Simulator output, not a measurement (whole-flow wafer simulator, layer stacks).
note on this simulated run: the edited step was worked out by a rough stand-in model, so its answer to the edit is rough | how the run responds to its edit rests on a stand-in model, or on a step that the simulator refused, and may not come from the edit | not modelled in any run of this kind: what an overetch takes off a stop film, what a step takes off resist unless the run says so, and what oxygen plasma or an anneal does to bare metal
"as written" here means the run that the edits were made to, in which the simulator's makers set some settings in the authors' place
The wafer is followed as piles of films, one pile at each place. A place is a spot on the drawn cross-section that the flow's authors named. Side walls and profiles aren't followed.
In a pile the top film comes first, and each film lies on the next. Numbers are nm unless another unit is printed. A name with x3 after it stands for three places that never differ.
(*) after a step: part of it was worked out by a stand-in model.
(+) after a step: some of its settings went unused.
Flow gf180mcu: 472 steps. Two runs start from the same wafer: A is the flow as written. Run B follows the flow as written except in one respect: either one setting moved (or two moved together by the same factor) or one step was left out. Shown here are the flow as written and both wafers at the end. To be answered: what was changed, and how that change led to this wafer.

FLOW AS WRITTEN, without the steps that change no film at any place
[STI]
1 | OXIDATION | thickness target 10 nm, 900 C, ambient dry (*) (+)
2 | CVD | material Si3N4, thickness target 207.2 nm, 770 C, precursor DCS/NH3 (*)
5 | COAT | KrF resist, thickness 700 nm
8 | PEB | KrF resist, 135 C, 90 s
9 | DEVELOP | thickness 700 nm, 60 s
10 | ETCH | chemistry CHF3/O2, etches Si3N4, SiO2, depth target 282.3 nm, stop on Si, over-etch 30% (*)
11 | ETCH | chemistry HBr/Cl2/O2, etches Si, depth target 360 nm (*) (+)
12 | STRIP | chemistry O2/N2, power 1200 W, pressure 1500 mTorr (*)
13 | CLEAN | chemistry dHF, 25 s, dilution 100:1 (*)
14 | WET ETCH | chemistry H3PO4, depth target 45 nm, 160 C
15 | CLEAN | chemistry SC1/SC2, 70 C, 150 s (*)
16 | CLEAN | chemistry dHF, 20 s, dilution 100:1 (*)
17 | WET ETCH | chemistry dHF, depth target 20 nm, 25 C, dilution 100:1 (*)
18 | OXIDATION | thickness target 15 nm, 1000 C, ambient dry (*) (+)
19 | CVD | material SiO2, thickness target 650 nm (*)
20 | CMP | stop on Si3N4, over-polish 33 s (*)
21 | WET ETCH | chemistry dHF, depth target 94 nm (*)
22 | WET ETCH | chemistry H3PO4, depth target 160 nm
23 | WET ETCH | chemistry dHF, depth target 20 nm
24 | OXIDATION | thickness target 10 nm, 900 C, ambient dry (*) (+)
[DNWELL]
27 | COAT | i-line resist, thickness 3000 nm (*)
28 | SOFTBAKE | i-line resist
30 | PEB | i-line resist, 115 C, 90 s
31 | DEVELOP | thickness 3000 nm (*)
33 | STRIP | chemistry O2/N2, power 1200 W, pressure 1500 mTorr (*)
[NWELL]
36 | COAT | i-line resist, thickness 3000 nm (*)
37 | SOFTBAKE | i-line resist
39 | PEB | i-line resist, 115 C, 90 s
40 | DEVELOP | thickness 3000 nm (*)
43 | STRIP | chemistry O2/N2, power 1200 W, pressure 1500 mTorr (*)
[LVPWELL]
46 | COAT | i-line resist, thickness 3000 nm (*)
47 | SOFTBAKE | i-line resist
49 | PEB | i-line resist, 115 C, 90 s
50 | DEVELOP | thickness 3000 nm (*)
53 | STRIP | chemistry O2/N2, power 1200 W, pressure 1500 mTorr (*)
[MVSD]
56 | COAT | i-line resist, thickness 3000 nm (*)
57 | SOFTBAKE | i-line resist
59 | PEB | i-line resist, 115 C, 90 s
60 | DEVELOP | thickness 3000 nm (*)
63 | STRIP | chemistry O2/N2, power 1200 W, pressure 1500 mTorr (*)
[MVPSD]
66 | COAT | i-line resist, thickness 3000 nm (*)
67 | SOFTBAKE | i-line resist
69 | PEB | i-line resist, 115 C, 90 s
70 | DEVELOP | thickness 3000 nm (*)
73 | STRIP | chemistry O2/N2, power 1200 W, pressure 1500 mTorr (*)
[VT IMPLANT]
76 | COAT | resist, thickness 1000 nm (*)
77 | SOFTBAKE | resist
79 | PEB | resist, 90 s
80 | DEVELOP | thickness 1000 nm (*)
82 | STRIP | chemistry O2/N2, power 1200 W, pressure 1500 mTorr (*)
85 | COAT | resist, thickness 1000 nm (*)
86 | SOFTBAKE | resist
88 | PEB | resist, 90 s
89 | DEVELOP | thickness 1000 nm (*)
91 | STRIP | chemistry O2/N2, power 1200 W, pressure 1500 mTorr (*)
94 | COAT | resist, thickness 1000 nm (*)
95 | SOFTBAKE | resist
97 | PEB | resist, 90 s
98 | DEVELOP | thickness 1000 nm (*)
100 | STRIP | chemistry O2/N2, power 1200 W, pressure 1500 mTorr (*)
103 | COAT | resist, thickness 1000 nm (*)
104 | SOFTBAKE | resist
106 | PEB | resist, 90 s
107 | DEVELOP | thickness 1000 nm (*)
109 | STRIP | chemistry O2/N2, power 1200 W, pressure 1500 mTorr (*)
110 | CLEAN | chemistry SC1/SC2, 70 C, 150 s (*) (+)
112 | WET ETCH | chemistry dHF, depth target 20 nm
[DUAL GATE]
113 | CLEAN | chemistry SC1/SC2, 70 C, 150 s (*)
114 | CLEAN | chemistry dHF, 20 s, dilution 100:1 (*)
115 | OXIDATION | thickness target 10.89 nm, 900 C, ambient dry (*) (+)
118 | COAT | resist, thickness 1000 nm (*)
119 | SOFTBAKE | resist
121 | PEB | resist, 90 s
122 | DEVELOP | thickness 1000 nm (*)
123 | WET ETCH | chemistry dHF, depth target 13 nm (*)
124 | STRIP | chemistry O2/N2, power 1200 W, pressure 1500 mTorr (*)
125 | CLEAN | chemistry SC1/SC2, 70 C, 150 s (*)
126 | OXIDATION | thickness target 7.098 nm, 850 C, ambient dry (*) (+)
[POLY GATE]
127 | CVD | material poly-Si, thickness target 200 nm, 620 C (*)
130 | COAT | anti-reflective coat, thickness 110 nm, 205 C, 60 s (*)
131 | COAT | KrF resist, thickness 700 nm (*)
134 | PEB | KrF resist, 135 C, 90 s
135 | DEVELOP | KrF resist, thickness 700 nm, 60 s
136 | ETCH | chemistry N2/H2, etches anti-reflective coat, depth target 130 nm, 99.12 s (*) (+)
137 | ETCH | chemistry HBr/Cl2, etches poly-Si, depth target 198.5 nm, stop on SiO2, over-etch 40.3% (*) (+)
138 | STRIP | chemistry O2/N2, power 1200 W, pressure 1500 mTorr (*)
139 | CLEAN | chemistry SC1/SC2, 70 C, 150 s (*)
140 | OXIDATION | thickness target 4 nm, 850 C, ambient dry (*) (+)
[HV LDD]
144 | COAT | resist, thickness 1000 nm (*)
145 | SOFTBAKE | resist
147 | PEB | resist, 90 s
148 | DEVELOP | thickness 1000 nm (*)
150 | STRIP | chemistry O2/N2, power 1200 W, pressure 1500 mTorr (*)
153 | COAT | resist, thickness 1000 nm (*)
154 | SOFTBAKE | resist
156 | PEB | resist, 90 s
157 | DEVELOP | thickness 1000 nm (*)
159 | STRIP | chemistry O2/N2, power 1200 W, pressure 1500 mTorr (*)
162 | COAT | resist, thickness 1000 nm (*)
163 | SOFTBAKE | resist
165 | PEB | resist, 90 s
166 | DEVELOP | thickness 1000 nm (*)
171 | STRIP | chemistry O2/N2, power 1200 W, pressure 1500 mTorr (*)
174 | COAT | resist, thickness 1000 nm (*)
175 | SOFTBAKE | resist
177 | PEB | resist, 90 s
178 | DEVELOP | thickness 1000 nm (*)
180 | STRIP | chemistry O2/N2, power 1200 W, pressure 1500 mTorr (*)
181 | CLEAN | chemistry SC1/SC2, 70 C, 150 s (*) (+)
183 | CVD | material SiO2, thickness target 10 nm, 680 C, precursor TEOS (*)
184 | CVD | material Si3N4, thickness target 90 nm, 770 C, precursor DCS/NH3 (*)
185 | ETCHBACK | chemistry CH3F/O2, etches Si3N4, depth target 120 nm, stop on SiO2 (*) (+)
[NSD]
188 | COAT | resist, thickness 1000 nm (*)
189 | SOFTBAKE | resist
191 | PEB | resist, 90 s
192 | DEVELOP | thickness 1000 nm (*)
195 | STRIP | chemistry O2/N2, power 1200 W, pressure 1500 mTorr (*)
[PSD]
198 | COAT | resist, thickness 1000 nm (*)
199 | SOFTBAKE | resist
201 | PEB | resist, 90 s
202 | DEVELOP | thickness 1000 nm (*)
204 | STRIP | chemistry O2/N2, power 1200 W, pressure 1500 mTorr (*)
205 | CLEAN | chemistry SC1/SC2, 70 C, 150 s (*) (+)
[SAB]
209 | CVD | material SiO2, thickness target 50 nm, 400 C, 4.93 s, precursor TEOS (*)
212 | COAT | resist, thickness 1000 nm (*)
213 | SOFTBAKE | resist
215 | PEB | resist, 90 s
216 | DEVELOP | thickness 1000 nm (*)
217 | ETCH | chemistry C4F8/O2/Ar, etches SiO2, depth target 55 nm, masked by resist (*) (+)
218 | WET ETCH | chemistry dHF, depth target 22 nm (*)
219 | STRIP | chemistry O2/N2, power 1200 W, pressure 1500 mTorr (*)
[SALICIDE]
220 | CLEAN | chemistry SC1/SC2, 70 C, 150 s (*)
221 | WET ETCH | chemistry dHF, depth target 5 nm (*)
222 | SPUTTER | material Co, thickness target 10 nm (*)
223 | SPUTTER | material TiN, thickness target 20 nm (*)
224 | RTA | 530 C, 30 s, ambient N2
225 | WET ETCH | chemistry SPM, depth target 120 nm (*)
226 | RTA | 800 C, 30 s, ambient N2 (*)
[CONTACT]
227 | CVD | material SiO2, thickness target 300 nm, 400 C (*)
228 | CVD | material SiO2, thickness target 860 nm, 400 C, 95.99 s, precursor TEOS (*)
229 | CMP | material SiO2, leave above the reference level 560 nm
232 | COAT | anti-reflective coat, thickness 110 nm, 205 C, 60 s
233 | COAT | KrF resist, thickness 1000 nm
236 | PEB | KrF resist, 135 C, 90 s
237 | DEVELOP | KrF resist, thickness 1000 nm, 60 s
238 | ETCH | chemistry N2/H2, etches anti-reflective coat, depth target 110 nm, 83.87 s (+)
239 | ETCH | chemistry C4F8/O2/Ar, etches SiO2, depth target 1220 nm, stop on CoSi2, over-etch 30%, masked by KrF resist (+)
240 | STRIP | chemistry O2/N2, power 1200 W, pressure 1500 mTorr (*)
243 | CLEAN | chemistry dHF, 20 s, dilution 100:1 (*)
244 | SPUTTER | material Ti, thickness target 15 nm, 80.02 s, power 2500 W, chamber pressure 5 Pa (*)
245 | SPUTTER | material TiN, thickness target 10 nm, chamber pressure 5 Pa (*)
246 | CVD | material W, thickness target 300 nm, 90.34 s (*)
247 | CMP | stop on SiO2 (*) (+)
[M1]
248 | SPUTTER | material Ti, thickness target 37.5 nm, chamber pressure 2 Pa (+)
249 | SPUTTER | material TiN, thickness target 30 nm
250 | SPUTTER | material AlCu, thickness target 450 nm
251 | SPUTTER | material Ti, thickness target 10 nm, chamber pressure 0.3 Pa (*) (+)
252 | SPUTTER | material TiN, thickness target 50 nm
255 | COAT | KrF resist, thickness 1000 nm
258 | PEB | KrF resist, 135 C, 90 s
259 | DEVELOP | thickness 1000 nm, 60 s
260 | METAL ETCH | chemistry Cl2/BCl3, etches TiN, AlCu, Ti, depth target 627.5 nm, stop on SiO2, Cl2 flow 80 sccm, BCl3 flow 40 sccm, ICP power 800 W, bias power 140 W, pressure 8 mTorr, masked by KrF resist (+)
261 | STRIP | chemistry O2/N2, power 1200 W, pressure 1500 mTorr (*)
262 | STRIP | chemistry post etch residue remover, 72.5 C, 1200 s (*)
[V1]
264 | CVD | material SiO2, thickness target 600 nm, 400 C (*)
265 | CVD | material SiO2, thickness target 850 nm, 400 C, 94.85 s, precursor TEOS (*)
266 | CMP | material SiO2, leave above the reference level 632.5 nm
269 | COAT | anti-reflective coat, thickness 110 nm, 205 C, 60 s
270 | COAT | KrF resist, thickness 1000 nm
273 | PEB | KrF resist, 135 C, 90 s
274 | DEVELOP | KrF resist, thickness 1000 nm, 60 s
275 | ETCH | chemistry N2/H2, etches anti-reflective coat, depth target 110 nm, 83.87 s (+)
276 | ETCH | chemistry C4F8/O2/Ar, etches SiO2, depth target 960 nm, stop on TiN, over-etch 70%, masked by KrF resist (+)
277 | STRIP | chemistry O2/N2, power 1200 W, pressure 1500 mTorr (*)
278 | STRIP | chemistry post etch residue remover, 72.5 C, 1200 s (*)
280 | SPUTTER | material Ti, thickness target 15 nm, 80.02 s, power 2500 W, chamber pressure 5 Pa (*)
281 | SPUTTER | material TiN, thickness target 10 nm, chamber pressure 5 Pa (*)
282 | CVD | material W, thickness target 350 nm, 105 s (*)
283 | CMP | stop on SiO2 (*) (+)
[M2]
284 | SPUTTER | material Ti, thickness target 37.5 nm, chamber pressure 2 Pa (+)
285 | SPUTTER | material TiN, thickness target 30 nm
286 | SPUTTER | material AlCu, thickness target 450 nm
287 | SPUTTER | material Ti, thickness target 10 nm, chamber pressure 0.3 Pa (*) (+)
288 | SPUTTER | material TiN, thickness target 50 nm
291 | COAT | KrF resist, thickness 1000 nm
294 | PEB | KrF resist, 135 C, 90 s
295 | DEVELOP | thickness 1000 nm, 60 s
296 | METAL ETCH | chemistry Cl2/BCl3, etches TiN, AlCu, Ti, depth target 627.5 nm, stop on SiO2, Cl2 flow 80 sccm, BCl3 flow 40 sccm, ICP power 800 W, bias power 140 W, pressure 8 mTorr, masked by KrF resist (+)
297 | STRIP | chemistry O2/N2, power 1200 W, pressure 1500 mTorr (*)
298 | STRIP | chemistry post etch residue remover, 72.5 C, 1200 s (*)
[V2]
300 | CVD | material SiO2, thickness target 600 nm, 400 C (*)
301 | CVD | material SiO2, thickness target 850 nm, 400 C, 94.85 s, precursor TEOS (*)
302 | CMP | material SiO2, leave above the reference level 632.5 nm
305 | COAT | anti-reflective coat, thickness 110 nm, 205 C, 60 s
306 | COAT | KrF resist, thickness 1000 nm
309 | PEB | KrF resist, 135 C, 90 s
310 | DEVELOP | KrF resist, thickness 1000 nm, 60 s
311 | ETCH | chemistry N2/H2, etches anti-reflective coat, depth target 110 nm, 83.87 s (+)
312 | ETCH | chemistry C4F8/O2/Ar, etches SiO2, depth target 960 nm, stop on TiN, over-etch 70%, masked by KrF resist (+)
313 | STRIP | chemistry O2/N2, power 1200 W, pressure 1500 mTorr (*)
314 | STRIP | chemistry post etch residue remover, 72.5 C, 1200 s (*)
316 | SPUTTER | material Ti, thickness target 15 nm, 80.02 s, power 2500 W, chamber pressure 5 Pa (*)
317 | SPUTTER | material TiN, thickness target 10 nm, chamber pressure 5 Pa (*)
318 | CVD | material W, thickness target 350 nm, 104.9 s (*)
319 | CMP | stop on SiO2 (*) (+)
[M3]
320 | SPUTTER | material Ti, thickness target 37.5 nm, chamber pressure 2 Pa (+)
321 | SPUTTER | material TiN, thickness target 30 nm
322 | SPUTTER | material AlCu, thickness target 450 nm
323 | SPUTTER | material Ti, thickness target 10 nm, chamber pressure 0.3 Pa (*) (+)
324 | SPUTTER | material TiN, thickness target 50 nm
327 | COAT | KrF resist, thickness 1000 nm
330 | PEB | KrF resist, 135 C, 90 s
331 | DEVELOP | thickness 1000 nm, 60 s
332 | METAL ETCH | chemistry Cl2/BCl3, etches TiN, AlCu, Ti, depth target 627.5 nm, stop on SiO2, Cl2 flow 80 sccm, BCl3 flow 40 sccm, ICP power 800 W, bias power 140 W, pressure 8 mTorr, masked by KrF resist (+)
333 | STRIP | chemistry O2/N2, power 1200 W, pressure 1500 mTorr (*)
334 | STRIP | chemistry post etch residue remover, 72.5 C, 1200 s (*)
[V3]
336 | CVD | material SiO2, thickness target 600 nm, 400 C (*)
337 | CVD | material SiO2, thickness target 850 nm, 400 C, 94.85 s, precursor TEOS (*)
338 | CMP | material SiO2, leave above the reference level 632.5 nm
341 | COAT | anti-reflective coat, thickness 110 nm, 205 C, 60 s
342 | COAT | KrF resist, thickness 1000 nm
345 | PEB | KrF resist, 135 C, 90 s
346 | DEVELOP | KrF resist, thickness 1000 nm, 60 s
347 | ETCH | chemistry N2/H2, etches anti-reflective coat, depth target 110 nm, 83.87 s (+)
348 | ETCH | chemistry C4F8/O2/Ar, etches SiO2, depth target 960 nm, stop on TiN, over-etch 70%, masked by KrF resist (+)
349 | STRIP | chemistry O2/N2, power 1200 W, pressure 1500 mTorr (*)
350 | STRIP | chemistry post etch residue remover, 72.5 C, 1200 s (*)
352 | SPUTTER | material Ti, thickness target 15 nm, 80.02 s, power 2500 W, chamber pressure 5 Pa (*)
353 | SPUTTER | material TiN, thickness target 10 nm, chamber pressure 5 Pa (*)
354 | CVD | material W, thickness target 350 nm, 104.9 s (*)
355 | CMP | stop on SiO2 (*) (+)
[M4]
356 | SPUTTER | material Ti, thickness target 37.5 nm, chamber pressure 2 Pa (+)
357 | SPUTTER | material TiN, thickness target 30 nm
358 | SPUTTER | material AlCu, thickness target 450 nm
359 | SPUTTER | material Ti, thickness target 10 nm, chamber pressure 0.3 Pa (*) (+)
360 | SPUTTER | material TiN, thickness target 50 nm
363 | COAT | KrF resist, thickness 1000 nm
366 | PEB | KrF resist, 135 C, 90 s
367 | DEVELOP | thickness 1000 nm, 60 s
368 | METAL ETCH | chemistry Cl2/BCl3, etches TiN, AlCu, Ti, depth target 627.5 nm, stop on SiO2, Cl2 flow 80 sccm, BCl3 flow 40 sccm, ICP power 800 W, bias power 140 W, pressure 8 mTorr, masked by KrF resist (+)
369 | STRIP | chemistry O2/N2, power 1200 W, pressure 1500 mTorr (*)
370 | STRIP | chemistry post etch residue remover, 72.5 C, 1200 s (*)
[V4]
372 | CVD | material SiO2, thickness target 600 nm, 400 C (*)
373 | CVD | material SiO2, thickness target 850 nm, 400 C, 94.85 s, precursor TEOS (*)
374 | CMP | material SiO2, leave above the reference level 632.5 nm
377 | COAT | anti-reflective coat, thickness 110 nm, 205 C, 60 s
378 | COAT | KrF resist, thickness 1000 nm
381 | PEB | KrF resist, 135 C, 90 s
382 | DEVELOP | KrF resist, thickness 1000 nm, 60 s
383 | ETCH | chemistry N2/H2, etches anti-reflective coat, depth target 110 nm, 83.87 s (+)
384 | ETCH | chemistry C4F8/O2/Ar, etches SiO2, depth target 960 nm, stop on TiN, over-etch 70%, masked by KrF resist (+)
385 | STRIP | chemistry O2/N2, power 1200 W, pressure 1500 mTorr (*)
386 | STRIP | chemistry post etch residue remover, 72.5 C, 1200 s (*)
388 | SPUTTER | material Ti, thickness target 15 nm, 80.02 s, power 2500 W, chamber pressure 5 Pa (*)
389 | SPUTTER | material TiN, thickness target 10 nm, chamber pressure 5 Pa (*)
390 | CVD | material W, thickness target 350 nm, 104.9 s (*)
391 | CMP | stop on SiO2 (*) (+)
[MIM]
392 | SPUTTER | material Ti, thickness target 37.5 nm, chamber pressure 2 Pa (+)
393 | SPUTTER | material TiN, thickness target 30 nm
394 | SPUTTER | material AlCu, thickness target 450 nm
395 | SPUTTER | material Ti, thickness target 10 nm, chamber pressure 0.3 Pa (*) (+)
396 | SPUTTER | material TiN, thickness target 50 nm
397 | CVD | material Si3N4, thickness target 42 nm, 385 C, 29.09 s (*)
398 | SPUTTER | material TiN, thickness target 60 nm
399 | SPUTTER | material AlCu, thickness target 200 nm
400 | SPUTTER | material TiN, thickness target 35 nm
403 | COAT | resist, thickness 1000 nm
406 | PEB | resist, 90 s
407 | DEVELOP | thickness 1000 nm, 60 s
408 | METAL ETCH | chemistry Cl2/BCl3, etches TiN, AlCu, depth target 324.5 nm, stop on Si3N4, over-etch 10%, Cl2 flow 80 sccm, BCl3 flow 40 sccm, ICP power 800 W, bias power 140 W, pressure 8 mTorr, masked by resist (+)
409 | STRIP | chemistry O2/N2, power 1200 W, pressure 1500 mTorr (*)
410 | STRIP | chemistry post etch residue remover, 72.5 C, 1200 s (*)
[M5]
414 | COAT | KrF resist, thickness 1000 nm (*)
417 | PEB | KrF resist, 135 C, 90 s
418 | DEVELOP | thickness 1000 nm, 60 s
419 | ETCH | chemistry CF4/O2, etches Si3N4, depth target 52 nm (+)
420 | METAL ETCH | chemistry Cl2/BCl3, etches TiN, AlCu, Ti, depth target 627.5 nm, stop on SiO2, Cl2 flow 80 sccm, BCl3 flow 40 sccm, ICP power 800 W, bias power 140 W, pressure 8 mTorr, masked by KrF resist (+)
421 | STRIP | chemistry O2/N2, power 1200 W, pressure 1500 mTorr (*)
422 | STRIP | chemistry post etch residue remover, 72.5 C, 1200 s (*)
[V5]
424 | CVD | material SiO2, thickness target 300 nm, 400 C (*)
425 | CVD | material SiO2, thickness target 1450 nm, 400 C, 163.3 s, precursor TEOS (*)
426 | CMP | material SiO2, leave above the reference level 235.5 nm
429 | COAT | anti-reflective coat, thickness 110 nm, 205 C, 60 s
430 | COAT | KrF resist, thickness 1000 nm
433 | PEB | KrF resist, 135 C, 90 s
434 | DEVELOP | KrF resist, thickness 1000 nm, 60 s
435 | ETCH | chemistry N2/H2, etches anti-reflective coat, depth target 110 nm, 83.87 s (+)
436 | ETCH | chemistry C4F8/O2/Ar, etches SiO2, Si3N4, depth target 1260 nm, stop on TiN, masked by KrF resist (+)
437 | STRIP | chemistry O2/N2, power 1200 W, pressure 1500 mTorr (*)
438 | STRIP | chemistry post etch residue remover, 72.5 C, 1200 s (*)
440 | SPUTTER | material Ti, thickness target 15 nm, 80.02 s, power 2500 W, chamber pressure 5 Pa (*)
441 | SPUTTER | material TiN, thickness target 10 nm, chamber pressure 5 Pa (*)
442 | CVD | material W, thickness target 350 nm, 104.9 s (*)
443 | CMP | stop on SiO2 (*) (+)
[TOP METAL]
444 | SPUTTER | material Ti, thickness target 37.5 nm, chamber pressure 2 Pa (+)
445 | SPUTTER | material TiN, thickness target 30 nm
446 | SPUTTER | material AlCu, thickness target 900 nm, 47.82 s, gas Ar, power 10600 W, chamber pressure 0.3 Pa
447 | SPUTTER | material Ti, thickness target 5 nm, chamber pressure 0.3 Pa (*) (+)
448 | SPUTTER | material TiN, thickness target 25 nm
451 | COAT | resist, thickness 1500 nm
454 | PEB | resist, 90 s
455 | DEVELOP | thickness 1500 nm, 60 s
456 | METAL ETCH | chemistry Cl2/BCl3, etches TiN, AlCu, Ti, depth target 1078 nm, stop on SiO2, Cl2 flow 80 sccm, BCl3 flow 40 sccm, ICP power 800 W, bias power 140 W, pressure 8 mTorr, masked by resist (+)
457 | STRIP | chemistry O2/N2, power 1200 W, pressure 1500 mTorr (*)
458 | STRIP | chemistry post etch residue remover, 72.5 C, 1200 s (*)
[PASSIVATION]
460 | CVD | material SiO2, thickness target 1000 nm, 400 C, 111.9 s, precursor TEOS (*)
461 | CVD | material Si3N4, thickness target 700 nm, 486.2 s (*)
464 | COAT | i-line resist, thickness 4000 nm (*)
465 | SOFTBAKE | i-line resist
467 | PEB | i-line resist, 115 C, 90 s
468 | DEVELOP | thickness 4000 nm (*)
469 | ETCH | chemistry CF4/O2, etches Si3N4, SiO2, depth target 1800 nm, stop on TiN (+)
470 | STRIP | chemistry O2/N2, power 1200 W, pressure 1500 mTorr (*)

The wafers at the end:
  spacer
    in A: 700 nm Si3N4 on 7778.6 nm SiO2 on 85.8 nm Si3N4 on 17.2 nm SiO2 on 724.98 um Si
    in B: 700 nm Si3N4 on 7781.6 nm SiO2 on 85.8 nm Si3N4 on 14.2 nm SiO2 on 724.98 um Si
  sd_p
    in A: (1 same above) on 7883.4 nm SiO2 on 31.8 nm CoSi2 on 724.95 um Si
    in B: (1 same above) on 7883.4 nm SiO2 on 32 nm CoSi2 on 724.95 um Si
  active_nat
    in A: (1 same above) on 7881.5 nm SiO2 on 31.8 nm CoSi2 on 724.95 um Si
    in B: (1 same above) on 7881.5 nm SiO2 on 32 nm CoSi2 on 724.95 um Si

What caused this: step 183, CVD: thickness target 7 nm was run, while the flow as written has thickness target 10 nm.

Step by step, how the change led to this:
  183 | CVD | material SiO2, thickness target 10 nm, 680 C, precursor TEOS (*)
      field, field__w1, field__w2 and 99 more: A +10 SiO2 | B +7 SiO2
      ld_drift_p: A +9.87 SiO2 | B +6.91 SiO2
      (as well as at 1 more place)
  189 | SOFTBAKE | resist
      field: A +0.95 resist | B -0.03 resist
      nw_sep_fld: A +1.07 resist | B -0.06 resist
      (as well as at 2 more places)
  199 | SOFTBAKE | resist
      field: A +0.95 resist | B -0.03 resist
      nw_sep_fld: A +1.07 resist | B -0.06 resist
      (as well as at 2 more places)
  218 | WET ETCH | chemistry dHF, depth target 22 nm (*)
      gate, gate_hv, gate_p and 23 more: A -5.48 SiO2 (all of it) | B -2.48 SiO2 (all of it)
      active, p_well, sd_n, iso_ptap_pw, iso_ntap_nw, iso_ptap_sub, vpnp_e: A -9.01 SiO2 (all of it) | B -6.01 SiO2 (all of it)
      (as well as at 16 more places)
